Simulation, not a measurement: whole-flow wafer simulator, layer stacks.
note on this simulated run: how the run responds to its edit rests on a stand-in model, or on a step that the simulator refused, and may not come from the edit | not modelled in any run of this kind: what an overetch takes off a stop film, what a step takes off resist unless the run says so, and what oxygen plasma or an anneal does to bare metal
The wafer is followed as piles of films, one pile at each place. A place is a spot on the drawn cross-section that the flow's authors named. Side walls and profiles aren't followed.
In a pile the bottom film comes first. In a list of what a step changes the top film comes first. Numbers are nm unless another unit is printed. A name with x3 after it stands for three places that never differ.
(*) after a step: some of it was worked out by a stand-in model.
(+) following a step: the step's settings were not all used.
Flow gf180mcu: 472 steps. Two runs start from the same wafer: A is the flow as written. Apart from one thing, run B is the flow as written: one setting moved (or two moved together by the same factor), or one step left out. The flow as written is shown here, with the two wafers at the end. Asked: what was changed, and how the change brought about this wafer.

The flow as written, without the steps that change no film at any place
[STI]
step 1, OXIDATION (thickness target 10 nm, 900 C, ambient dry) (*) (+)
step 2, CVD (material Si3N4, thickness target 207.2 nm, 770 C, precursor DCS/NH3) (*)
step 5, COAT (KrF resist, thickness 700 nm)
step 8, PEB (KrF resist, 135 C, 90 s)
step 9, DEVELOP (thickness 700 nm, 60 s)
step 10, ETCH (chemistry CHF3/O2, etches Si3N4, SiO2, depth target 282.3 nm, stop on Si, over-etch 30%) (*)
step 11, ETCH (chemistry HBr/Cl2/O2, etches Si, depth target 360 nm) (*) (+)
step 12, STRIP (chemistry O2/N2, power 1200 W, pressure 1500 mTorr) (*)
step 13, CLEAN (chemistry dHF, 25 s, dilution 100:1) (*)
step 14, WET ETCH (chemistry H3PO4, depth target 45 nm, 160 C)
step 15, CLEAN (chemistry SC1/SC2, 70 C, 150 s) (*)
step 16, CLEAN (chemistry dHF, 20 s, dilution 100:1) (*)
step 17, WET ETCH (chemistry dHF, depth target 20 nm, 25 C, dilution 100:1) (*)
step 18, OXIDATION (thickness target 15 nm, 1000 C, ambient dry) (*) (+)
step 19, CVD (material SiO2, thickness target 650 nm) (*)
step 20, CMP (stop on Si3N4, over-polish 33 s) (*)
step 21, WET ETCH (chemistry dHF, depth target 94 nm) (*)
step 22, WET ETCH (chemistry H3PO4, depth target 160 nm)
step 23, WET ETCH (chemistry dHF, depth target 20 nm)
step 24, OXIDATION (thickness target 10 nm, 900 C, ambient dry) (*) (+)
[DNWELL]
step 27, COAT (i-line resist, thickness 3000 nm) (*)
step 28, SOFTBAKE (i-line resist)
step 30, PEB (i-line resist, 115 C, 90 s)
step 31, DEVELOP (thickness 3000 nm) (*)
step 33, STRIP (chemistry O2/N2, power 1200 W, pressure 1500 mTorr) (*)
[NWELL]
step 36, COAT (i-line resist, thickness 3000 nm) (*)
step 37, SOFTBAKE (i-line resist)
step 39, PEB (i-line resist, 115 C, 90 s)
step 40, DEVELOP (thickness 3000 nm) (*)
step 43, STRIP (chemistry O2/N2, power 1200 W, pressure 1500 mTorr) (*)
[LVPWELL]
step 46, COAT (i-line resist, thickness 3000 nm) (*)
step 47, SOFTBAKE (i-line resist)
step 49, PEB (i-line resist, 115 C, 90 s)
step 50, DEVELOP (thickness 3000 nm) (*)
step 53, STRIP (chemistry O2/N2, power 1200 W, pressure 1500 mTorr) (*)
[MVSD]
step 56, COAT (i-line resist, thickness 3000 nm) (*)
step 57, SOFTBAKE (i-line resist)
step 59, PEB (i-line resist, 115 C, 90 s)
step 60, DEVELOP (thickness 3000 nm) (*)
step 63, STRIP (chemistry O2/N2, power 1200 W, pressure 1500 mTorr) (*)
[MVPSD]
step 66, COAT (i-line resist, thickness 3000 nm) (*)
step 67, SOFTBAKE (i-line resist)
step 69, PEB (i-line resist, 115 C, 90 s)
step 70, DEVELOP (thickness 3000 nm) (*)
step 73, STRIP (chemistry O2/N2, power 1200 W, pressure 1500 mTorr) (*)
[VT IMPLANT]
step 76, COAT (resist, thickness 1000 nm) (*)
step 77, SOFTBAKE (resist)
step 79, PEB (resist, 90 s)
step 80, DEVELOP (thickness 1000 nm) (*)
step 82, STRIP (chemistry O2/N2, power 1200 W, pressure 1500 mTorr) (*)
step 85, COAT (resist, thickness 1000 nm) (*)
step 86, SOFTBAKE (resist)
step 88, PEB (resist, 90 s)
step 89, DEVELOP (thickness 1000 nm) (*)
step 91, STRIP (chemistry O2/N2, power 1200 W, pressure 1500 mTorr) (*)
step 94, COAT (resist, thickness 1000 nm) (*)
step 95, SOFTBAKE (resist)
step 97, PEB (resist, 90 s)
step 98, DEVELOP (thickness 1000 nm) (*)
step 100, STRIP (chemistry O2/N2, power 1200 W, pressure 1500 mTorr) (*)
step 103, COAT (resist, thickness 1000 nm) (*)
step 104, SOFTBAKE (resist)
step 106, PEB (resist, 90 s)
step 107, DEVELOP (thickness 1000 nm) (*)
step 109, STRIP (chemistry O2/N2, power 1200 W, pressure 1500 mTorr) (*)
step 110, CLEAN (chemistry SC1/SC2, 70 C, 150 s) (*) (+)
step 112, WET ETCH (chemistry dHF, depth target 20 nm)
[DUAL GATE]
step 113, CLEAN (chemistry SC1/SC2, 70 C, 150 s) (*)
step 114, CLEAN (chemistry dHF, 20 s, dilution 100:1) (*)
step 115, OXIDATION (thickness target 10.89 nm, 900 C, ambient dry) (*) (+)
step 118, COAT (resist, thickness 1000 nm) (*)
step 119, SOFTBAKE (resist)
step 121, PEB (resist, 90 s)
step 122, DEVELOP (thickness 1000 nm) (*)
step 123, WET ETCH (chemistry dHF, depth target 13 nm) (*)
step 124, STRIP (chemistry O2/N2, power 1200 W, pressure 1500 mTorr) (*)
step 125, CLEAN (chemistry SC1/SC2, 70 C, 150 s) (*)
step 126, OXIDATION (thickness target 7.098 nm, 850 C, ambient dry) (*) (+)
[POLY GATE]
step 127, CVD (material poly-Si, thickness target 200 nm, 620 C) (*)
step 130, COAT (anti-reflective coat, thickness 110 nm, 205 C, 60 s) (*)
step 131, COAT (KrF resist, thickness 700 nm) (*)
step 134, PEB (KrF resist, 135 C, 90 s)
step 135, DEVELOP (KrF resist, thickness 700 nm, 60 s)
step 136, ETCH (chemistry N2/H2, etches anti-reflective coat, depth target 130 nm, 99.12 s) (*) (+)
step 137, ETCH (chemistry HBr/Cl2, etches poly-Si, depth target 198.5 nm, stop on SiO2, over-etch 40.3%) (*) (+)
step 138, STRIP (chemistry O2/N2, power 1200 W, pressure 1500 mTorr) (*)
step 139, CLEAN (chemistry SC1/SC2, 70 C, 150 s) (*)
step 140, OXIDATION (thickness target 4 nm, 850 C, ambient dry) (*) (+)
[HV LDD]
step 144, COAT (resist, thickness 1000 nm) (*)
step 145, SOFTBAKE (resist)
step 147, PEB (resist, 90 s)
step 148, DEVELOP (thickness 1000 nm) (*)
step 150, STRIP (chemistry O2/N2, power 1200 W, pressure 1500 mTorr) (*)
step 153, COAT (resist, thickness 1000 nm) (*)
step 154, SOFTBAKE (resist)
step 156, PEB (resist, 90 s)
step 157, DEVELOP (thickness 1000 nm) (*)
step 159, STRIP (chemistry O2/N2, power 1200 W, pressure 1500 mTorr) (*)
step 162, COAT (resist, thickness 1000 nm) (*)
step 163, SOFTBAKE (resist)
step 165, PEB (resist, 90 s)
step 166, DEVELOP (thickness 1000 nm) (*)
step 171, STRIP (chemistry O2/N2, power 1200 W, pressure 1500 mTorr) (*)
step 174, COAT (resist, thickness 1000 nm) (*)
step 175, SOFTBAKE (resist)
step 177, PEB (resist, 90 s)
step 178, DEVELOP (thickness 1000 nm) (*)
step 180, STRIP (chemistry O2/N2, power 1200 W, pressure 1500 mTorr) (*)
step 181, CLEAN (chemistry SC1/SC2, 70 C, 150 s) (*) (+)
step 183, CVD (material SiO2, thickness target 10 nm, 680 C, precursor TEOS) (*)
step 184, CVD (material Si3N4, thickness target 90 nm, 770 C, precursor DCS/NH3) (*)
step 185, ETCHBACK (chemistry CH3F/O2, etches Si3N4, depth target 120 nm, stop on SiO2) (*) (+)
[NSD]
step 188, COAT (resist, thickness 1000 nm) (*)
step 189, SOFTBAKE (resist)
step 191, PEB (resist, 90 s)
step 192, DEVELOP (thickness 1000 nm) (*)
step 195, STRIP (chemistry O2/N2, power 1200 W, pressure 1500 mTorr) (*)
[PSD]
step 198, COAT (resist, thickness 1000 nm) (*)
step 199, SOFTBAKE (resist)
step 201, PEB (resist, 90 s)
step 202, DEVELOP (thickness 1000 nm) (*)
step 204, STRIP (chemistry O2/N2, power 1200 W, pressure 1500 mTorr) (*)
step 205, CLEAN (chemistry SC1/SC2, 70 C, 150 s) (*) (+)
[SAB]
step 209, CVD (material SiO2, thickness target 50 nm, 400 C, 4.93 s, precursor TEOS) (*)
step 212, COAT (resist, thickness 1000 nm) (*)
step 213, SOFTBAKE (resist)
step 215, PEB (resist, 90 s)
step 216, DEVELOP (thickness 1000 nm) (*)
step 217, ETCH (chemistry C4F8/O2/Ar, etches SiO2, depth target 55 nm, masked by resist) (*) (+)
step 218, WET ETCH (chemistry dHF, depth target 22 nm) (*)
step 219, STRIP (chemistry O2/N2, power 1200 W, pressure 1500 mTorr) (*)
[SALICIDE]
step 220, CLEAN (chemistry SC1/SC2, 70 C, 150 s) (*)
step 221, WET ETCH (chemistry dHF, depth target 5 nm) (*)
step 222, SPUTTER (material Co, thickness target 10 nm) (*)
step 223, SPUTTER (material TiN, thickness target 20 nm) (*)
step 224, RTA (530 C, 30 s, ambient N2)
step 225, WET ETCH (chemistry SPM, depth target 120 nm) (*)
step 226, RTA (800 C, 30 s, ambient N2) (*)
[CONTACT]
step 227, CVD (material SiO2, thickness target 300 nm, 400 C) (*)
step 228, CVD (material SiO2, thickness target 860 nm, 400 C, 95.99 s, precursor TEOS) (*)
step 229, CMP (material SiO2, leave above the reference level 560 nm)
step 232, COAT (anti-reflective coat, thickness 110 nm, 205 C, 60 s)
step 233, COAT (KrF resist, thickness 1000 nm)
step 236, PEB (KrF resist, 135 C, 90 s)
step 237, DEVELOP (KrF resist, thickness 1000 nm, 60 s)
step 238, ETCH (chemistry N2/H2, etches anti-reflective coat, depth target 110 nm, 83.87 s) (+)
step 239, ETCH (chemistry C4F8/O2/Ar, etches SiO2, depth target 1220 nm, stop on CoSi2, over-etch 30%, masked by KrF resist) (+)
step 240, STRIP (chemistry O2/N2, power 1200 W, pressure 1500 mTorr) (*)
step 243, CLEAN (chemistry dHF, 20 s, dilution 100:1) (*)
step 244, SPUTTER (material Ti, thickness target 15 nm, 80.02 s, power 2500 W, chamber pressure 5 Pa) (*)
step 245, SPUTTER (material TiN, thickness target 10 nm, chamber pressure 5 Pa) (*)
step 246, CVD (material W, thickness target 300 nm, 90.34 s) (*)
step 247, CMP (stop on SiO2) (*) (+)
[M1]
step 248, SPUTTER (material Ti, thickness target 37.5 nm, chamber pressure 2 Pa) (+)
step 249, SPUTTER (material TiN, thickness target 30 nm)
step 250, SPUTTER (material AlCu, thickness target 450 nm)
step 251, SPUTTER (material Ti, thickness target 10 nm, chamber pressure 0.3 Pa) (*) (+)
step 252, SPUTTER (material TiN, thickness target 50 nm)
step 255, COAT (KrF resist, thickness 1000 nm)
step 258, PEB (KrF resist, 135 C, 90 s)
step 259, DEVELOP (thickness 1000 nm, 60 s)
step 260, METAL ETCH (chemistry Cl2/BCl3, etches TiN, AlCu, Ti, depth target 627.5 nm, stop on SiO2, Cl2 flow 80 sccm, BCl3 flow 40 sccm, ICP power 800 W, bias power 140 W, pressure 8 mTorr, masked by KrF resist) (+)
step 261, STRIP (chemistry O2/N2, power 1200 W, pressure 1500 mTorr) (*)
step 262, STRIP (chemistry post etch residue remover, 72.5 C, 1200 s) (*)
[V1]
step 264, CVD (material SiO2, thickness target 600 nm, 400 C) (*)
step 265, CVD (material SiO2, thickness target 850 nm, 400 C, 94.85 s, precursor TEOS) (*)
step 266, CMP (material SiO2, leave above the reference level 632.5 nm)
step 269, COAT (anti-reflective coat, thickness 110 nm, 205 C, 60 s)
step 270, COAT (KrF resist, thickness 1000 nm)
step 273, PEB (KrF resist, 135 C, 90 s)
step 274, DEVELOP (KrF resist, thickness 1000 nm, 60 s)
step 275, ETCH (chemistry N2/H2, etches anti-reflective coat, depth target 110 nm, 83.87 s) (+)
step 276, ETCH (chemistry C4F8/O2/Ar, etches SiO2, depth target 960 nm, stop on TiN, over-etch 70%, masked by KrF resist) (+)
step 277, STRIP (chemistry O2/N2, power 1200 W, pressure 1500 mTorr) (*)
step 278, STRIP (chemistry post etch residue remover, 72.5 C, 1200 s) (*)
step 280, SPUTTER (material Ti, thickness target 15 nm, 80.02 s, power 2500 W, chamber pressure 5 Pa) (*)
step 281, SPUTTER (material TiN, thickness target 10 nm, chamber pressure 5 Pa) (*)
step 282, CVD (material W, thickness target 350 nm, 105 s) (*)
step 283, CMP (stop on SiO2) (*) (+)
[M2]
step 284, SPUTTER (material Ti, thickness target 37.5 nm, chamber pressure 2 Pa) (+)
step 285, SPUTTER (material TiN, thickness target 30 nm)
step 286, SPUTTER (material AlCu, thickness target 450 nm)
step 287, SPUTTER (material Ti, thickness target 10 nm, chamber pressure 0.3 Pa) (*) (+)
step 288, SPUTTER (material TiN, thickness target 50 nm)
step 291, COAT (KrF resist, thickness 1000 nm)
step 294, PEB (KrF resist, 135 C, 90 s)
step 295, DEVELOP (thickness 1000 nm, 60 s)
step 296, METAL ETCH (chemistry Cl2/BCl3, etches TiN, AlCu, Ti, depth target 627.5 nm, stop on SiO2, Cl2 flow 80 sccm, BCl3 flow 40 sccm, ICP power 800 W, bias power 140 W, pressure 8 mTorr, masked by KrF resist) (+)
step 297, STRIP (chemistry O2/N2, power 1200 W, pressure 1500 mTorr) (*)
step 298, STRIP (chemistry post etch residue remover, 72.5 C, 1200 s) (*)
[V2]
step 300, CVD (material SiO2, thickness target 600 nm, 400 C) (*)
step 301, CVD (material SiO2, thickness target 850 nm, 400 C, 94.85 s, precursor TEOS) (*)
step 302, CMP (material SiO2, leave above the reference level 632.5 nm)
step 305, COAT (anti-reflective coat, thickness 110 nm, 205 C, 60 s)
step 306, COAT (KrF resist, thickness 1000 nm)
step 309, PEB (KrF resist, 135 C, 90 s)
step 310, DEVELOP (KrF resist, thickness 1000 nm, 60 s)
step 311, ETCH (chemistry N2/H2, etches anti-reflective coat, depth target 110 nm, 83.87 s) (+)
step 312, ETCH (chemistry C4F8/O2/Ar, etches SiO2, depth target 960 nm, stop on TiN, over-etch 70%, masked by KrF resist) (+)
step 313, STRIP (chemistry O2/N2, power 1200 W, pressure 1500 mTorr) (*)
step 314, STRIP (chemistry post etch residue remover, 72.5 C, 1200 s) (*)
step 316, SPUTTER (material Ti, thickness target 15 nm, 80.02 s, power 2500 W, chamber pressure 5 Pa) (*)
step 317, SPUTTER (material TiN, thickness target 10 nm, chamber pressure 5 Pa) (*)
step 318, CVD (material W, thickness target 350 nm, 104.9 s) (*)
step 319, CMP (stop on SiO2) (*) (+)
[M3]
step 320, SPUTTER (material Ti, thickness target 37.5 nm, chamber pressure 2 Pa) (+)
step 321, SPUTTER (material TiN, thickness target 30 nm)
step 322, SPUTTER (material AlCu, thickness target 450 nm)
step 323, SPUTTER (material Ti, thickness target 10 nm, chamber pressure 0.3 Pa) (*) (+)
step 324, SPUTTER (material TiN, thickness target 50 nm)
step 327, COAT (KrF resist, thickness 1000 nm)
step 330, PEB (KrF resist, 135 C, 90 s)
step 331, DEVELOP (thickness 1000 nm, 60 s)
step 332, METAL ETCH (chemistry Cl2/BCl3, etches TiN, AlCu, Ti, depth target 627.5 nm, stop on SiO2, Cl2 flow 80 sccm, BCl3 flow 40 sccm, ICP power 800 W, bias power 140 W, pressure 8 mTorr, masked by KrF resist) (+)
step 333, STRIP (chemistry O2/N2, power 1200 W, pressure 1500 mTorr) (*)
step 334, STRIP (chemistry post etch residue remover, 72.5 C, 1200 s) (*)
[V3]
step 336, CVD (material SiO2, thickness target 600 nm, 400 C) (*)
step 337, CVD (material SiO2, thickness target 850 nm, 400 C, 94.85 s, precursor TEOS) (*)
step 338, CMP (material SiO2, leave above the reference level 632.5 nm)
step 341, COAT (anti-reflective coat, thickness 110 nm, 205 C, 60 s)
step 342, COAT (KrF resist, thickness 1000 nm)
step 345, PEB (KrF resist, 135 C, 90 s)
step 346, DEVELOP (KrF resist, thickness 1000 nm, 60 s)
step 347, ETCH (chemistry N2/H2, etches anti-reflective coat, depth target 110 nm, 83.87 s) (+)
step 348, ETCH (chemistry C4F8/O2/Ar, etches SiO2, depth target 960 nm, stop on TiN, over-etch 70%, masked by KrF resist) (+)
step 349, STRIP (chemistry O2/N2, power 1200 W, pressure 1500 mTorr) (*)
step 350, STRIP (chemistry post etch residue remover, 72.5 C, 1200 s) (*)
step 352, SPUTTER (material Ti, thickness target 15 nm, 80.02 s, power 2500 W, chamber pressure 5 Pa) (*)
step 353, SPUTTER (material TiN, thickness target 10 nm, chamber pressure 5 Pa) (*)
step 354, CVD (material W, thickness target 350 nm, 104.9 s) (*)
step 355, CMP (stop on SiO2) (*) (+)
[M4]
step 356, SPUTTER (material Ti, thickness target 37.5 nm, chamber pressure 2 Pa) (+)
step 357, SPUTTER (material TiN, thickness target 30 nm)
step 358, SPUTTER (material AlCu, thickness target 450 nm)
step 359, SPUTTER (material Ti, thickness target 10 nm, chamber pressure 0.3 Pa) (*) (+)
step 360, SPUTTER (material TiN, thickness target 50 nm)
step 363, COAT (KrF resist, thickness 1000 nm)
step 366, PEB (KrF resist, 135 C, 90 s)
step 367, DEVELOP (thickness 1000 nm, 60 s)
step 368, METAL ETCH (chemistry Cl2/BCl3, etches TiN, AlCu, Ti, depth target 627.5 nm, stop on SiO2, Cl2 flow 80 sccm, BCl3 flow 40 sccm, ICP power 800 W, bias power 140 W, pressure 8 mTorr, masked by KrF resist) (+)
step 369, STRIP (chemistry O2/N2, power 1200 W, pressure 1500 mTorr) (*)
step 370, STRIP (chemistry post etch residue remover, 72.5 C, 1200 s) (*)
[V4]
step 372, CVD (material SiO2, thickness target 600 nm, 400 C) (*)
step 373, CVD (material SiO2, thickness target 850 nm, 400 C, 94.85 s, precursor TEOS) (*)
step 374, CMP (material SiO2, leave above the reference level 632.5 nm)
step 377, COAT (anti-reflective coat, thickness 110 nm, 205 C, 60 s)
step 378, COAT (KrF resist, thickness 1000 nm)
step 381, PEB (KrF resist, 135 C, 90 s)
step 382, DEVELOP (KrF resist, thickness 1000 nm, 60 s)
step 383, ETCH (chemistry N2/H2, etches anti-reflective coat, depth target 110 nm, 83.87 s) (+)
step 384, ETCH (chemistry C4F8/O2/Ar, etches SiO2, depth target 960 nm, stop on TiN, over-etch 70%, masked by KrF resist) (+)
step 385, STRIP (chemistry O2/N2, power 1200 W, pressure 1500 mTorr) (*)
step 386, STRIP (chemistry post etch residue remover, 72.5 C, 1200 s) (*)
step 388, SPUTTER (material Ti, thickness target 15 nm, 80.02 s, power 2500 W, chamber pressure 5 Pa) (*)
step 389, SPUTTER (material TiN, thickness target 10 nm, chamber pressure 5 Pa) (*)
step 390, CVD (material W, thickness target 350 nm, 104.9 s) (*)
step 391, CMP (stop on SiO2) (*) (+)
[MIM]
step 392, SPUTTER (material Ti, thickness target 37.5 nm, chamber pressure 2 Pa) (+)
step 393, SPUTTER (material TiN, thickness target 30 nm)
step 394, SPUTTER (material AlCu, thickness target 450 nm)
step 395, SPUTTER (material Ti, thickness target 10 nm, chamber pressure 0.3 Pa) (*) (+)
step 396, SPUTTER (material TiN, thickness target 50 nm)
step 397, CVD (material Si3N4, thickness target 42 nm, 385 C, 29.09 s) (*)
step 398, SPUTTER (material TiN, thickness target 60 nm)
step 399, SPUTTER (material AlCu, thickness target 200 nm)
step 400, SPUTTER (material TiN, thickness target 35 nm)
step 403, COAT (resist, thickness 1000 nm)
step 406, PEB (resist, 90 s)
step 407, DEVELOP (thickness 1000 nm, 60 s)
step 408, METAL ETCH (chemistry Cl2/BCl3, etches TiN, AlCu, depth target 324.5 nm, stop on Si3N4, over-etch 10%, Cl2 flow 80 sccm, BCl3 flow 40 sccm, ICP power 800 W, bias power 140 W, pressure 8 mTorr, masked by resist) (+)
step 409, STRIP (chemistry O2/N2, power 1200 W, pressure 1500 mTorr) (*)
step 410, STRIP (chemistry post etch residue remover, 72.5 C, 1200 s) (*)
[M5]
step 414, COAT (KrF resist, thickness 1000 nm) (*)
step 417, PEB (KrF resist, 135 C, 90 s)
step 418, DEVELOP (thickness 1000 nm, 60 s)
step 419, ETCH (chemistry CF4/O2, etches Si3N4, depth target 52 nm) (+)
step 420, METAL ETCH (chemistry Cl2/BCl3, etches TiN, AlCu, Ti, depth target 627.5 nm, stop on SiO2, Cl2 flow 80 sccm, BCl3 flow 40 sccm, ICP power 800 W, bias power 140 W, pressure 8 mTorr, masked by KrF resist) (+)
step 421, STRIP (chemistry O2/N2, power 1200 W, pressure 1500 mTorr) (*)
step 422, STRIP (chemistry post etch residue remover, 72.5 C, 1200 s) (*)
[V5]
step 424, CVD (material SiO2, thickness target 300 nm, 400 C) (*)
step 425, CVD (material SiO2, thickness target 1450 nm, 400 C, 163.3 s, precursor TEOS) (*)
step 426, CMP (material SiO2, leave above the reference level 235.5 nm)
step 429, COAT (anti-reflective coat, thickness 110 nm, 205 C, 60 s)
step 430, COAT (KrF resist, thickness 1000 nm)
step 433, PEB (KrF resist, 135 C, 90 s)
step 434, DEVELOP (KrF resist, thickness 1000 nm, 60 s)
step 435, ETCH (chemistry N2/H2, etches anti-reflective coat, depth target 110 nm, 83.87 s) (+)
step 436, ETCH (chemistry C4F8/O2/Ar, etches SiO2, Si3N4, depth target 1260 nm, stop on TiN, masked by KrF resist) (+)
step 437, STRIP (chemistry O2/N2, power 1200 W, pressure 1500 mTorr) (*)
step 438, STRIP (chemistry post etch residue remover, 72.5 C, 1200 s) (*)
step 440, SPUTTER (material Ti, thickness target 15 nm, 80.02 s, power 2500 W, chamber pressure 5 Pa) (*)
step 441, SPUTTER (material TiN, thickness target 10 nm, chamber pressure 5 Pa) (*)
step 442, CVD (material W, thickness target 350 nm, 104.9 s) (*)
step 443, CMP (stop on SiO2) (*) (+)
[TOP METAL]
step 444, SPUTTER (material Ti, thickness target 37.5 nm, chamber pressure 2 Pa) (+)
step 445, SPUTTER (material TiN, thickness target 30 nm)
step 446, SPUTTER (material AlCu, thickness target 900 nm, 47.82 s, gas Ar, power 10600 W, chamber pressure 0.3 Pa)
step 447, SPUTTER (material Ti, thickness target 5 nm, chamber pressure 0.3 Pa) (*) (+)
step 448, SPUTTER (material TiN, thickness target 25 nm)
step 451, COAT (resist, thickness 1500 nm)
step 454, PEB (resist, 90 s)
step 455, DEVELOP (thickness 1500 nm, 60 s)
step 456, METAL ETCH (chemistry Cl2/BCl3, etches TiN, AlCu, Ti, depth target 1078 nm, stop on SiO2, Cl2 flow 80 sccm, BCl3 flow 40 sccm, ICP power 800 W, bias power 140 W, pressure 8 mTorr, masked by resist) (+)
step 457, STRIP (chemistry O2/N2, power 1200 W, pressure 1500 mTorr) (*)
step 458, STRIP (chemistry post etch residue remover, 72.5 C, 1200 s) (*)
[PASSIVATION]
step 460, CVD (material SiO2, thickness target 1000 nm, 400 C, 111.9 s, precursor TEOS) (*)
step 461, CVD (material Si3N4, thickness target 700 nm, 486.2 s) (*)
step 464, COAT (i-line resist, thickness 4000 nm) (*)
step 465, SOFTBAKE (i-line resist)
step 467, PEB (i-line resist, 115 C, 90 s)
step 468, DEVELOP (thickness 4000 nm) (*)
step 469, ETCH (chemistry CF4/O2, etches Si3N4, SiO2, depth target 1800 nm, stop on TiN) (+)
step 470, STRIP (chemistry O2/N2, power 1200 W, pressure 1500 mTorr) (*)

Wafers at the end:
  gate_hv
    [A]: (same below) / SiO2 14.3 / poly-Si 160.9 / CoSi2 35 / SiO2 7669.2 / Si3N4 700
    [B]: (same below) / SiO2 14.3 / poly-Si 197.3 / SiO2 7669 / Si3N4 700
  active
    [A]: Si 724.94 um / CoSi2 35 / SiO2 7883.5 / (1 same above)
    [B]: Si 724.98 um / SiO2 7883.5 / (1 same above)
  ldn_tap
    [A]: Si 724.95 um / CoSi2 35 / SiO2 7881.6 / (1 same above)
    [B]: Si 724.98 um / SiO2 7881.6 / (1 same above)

The reason: step 224, RTA: 530 C, 30 s, ambient N2, was not run.

How this came from the change, step by step:
  step 225, WET ETCH (chemistry SPM, depth target 120 nm) (*)
      active, p_well, gate and 36 more: A TiN loses 20 (all of it) | B TiN loses 20 (all of it), Co loses 10 (all of it)
      contact, active_hv: A TiN loses 19 (all of it) | B TiN loses 19 (all of it), Co loses 9.55 (all of it)
      (as well as at 8 more places)
  step 226, RTA (800 C, 30 s, ambient N2) (*)
      gate, gate_hv, gate_p and 22 more: A CoSi2 gains 35 (new film), CoSi loses 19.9 (all of it), poly-Si loses 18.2 | B nothing
      active, p_well, sd_n and 11 more: A CoSi2 gains 35 (new film), CoSi loses 19.9 (all of it), Si loses 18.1 | B nothing
      (as well as at 10 more places)
  step 239, ETCH (chemistry C4F8/O2/Ar, etches SiO2, depth target 1220 nm, stop on CoSi2, over-etch 30%, masked by KrF resist) (+)
      polyc_n, polyc_p: A SiO2 loses 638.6 (all of it) | B SiO2 loses 638.4 (all of it), poly-Si loses 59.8
      contact: A SiO2 loses 859.2 (all of it) | B SiO2 loses 859.2 (all of it), Si loses 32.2
  step 240, STRIP (chemistry O2/N2, power 1200 W, pressure 1500 mTorr) (*)
      polyc_n, polyc_p: A nothing | B chemical SiO2 gains 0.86 (new film), poly-Si loses 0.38
      contact: A nothing | B chemical SiO2 gains 0.86 (new film), Si loses 0.38
  step 243, CLEAN (chemistry dHF, 20 s, dilution 100:1) (*)
      contact, polyc_n, polyc_p: A CoSi2 loses 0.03 | B chemical SiO2 loses 0.86 (all of it)
  step 246, CVD (material W, thickness target 300 nm, 90.34 s) (*)
      polyc_n, polyc_p: A W gains 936 (new film) | B W gains 995.9 (new film)
      contact: A W gains 1167.5 (new film) | B W gains 1200.3 (new film)
  step 471, ANNEAL (400 C, 1800 s, ambient N2/H2)
      polyc_n, polyc_p: A nothing | B under 9 films: void gains 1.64 (new film), Ti loses 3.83, TiSi first gains 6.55 (new film), poly-Si loses 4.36
      contact: A nothing | B under 49 films: void gains 1.62 (new film), Ti loses 3.83, TiSi first gains 6.55 (new film), Si loses 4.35
Taking metal films that touch as one body, gate_hv has 0 bodies; the flow as written gives 1 body.
Taking metal films that touch as one body, active has 0 bodies; the flow as written gives 1 body.
Taking metal films that touch as one body, ldn_tap has 0 bodies; the flow as written gives 1 body.
